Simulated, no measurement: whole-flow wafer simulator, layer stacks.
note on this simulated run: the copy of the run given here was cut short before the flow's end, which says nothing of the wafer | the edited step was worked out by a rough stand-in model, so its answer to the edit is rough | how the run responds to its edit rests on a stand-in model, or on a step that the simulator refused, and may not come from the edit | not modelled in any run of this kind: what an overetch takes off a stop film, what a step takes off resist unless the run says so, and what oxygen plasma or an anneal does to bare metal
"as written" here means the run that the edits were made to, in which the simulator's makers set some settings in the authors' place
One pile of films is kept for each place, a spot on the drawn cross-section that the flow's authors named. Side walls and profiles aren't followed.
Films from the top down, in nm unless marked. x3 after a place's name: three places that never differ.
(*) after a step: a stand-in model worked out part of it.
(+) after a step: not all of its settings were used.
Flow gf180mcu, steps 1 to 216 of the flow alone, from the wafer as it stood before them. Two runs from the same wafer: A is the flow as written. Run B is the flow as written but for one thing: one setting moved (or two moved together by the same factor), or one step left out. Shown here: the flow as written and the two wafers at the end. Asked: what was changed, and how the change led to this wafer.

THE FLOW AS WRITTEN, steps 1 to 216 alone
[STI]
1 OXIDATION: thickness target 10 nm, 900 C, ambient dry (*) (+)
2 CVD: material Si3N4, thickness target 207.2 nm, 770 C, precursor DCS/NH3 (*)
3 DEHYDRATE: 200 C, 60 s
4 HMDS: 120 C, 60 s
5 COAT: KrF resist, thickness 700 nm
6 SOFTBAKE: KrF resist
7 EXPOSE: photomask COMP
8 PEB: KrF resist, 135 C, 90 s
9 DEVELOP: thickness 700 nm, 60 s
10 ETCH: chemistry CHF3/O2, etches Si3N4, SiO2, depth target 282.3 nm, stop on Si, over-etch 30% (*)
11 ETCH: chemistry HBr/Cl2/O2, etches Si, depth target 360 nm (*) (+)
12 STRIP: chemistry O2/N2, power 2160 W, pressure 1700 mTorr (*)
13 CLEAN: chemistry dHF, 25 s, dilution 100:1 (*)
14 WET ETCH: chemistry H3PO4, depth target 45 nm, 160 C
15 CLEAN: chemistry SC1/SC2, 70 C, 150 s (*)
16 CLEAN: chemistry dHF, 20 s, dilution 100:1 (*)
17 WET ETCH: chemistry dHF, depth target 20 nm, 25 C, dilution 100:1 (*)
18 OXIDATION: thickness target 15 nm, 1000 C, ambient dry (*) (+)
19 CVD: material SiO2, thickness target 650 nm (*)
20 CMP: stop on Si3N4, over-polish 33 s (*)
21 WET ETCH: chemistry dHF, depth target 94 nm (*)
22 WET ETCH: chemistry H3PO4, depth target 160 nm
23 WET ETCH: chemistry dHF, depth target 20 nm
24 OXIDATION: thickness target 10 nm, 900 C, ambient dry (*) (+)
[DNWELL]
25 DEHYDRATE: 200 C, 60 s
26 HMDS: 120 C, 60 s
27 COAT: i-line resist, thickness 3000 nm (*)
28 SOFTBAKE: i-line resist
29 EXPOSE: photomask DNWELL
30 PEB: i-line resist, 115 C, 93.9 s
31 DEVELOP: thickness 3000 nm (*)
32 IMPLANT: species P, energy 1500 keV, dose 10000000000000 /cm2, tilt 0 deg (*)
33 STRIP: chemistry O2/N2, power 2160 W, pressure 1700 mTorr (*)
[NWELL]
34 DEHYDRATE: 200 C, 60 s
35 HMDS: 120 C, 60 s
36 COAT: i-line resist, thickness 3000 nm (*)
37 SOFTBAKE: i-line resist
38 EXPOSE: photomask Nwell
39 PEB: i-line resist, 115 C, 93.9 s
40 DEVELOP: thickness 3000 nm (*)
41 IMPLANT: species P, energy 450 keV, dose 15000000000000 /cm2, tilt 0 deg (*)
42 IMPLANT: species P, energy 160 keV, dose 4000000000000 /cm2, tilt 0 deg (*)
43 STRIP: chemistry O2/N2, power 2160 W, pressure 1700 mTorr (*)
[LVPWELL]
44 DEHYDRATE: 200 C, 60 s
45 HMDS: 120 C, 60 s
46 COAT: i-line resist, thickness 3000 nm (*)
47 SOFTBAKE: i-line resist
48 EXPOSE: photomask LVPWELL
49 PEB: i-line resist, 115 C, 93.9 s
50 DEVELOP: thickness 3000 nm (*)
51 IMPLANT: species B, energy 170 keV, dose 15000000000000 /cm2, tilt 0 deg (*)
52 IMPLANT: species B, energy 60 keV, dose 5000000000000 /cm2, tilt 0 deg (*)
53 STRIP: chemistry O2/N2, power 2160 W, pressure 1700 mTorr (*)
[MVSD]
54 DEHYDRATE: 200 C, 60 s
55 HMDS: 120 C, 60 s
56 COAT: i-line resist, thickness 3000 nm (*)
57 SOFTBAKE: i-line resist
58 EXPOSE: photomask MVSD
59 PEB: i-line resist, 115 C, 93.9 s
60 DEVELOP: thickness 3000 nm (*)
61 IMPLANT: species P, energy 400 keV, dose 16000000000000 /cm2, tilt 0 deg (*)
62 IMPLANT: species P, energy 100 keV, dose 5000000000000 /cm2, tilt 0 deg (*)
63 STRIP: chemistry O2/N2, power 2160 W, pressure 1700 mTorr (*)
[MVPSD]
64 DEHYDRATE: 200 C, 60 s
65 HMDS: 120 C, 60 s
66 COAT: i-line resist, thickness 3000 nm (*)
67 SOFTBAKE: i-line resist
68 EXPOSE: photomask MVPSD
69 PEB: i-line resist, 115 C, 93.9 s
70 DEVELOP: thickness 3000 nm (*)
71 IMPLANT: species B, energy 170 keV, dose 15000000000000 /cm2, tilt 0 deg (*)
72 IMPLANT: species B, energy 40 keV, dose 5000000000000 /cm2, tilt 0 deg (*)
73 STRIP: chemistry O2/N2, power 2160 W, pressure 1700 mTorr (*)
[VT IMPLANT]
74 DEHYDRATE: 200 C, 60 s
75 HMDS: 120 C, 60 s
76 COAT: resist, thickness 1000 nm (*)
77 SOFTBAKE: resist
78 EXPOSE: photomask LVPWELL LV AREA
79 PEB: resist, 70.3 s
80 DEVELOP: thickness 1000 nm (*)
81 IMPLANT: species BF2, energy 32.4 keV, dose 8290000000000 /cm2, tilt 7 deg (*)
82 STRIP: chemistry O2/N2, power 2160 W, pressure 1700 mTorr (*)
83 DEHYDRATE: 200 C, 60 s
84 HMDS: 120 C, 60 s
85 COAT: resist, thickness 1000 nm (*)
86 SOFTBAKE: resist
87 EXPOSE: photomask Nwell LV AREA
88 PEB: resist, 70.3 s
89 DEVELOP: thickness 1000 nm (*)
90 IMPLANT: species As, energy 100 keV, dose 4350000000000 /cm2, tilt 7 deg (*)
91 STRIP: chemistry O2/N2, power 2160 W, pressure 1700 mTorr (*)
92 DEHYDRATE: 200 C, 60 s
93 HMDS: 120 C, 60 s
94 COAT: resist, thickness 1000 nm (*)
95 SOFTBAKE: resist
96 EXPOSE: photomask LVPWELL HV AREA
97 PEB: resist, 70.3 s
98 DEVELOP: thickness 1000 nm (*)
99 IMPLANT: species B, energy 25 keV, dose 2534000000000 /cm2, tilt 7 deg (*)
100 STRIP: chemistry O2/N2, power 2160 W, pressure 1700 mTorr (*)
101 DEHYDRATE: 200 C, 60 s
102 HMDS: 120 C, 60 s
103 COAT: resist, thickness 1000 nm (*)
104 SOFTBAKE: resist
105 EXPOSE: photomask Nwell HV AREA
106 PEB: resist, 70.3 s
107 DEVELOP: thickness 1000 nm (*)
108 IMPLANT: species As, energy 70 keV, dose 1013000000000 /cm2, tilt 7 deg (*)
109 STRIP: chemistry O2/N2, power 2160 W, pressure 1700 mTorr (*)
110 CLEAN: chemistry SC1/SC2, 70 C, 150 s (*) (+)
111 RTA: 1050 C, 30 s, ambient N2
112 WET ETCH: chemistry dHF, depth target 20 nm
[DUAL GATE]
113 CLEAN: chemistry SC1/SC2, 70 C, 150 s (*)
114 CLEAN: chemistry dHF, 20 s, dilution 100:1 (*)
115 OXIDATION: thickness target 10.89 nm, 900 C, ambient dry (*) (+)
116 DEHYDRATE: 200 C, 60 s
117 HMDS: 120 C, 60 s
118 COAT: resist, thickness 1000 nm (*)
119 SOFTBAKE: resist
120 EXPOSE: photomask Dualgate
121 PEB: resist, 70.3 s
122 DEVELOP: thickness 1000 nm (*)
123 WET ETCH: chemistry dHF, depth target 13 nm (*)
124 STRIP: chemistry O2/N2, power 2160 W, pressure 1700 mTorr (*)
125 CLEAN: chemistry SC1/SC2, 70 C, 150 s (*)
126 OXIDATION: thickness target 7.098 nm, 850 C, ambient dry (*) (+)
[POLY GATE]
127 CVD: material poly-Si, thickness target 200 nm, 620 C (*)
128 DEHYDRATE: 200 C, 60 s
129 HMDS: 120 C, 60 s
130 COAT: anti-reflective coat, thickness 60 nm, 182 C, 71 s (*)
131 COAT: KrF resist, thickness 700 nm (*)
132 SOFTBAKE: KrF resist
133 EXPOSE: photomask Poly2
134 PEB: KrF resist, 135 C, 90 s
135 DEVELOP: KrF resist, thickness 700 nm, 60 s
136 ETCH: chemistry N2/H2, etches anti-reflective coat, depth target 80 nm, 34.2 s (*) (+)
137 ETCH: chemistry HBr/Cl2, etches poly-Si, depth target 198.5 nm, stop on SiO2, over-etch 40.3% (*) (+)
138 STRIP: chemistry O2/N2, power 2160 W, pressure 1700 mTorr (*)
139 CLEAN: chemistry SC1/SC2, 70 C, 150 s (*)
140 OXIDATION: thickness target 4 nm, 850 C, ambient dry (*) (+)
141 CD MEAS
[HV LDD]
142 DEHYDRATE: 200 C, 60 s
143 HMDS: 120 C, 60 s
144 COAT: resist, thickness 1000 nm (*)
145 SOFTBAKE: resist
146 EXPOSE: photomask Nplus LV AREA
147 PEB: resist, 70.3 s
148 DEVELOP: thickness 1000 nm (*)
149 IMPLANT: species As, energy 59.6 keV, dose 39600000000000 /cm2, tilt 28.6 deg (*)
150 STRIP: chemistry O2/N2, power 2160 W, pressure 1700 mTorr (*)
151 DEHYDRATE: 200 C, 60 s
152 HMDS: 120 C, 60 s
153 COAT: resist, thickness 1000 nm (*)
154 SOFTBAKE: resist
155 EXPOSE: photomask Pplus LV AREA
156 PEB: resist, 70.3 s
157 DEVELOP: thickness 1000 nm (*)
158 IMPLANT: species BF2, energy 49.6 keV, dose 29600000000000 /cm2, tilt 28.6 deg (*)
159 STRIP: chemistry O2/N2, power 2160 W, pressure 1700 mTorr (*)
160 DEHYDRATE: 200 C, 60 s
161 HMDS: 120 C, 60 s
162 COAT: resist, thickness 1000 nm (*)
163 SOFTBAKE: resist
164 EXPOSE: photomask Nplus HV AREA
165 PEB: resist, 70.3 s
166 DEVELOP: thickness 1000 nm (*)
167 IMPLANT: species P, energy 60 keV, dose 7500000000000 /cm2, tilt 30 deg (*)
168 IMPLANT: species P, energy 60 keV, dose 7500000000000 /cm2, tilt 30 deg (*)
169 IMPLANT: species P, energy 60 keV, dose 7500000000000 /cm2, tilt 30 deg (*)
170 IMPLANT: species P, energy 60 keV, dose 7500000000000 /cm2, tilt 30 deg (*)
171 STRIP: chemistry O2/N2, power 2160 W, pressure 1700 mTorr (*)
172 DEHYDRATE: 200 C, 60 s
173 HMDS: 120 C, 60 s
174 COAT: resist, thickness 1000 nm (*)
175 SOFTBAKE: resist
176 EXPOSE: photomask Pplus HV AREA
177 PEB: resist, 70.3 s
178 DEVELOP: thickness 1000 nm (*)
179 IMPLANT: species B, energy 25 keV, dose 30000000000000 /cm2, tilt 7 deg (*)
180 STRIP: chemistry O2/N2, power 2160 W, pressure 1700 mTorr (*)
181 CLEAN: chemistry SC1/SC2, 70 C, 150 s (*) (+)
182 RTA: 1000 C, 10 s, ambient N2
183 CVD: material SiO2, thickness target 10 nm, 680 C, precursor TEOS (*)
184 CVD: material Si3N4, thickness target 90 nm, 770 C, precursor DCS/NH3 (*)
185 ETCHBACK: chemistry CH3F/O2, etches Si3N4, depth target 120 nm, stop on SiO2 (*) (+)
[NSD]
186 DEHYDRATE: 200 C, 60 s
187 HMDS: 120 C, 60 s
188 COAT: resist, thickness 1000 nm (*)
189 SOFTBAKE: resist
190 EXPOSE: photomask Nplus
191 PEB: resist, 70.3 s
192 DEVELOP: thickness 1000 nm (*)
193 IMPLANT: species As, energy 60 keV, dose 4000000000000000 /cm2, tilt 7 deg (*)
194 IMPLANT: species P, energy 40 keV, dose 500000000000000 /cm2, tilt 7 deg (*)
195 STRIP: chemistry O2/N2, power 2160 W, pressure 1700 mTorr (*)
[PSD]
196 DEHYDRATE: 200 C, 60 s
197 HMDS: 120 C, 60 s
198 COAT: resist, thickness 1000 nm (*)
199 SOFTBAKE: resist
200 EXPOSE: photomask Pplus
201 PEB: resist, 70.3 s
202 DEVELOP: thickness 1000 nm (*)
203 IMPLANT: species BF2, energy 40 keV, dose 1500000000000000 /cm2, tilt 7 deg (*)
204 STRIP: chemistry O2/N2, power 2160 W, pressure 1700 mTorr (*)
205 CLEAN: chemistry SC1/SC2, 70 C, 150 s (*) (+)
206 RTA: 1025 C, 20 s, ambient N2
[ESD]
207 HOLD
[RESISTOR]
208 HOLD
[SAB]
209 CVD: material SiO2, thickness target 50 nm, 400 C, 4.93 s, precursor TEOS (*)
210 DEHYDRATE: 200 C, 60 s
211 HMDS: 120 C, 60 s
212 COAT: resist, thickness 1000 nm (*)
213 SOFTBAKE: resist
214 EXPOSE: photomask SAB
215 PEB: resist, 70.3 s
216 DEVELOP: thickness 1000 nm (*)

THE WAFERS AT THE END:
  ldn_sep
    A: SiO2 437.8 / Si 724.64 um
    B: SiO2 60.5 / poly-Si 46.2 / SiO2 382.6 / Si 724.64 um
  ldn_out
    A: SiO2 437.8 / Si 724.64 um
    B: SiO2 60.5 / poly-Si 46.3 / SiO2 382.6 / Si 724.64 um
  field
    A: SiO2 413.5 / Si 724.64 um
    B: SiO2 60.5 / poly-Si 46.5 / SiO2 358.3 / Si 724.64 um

The cause: step 137, ETCH: depth target 107.2 nm was run, where the flow has depth target 198.5 nm.

How the change led to this, step by step:
  137 ETCH: chemistry HBr/Cl2, etches poly-Si, depth target 198.5 nm, stop on SiO2, over-etch 40.3% (*) (+)
      field__w3, field__w12, field_sub and 14 more: A poly-Si -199 (all of it), SiO2 -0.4 | B poly-Si -150.4
      field__w6, sti, m1 and 11 more: A poly-Si -198.8 (all of it), SiO2 -0.4 | B poly-Si -150.4
      (and at 61 more places)
  138 STRIP: chemistry O2/N2, power 2160 W, pressure 1700 mTorr (*)
      field, field__w1, field__w2 and 61 more: A nothing | B chemical SiO2 +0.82 (new film), poly-Si -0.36
      gate: A chemical SiO2 +0.68 (new film), KrF resist -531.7 (all of it), anti-reflective coat -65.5 (all of it), poly-Si -0.3 | B chemical SiO2 +0.67 (new film), KrF resist -574.4 (all of it), anti-reflective coat -65.5 (all of it), poly-Si -0.3
      (and at 27 more places)
  139 CLEAN: chemistry SC1/SC2, 70 C, 150 s (*)
      field, field__w1, field__w2 and 34 more: A SiO2 -0.68 | B chemical SiO2 -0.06, poly-Si -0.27
  140 OXIDATION: thickness target 4 nm, 850 C, ambient dry (*) (+)
      field, field__w1, field__w2 and 21 more: A SiO2 +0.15, Si -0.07 | B SiO2 +4 (new film), chemical SiO2 -0.76 (all of it), poly-Si -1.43
      active_hv, active_nat, ld_sd_n and 11 more: A SiO2 +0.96, Si -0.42 | B SiO2 +4 (new film), chemical SiO2 -0.76 (all of it), poly-Si -1.43
      (and at 26 more places)
  144 COAT: resist, thickness 1000 nm (*)
      gate: A resist +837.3 (new film) | B resist +880.3 (new film)
      gate_hv: A resist +845.4 (new film) | B resist +884.1 (new film)
      (and at 26 more places)
  145 SOFTBAKE: resist
      nw_enc_fld_lv__w3: A resist +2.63 | B resist -0.38
      field__w1: A resist +4.19 | B resist +2.93
      (and at 64 more places)
  147 PEB: resist, 70.3 s
      gate, gate_hv, gate_p_hv, npoly_u: A resist -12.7 | B resist -13.5
      polyc_n, polyc_n_rim, polyc_p, polyc_p_rim: A resist -12.2 | B resist -13.1
      (and at 22 more places)
  148 DEVELOP: thickness 1000 nm (*)
      gate: A resist -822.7 (all of it) | B resist -865.6 (all of it)
      npoly_u: A resist -821.5 (all of it) | B resist -862.9 (all of it)
      (and at 3 more places)
  150 STRIP: chemistry O2/N2, power 2160 W, pressure 1700 mTorr (*)
      gate_hv: A resist -824.2 (all of it) | B resist -864.5 (all of it)
      gate_p: A resist -828.7 (all of it) | B resist -870.1 (all of it)
      (and at 21 more places)
  153 COAT: resist, thickness 1000 nm (*)
      gate: A resist +837.3 (new film) | B resist +880.3 (new film)
      gate_hv: A resist +845.4 (new film) | B resist +884.1 (new film)
      (and at 26 more places)
  154 SOFTBAKE: resist
      nw_enc_fld_lv__w3: A resist +2.63 | B resist -0.38
      field__w1: A resist +4.19 | B resist +2.93
      (and at 64 more places)
  156 PEB: resist, 70.3 s
      gate, gate_hv, gate_p_hv, npoly_u: A resist -12.7 | B resist -13.5
      polyc_n, polyc_n_rim, polyc_p, polyc_p_rim: A resist -12.2 | B resist -13.1
      (and at 22 more places)
  157 DEVELOP: thickness 1000 nm (*)
      gate_p: A resist -828.7 (all of it) | B resist -870.1 (all of it)
      ppoly_u: A resist -827 (all of it) | B resist -867 (all of it)
      (and at 3 more places)
  159 STRIP: chemistry O2/N2, power 2160 W, pressure 1700 mTorr (*)
      gate: A resist -822.7 (all of it) | B resist -865.6 (all of it)
      gate_hv: A resist -824.2 (all of it) | B resist -864.5 (all of it)
      (and at 21 more places)
  162 COAT: resist, thickness 1000 nm (*)
      gate: A resist +837.3 (new film) | B resist +880.3 (new film)
      gate_hv: A resist +845.4 (new film) | B resist +884.1 (new film)
      (and at 26 more places)
  163 SOFTBAKE: resist
      nw_enc_fld_lv__w3: A resist +2.63 | B resist -0.38
      field__w1: A resist +4.19 | B resist +2.93
      (and at 64 more places)
  ... 22 more steps ...
  216 DEVELOP: thickness 1000 nm (*)
      gate: A resist -834.3 (all of it) | B resist -873.9 (all of it)
      gate_hv: A resist -836.1 (all of it) | B resist -873 (all of it)
      (and at 25 more places)
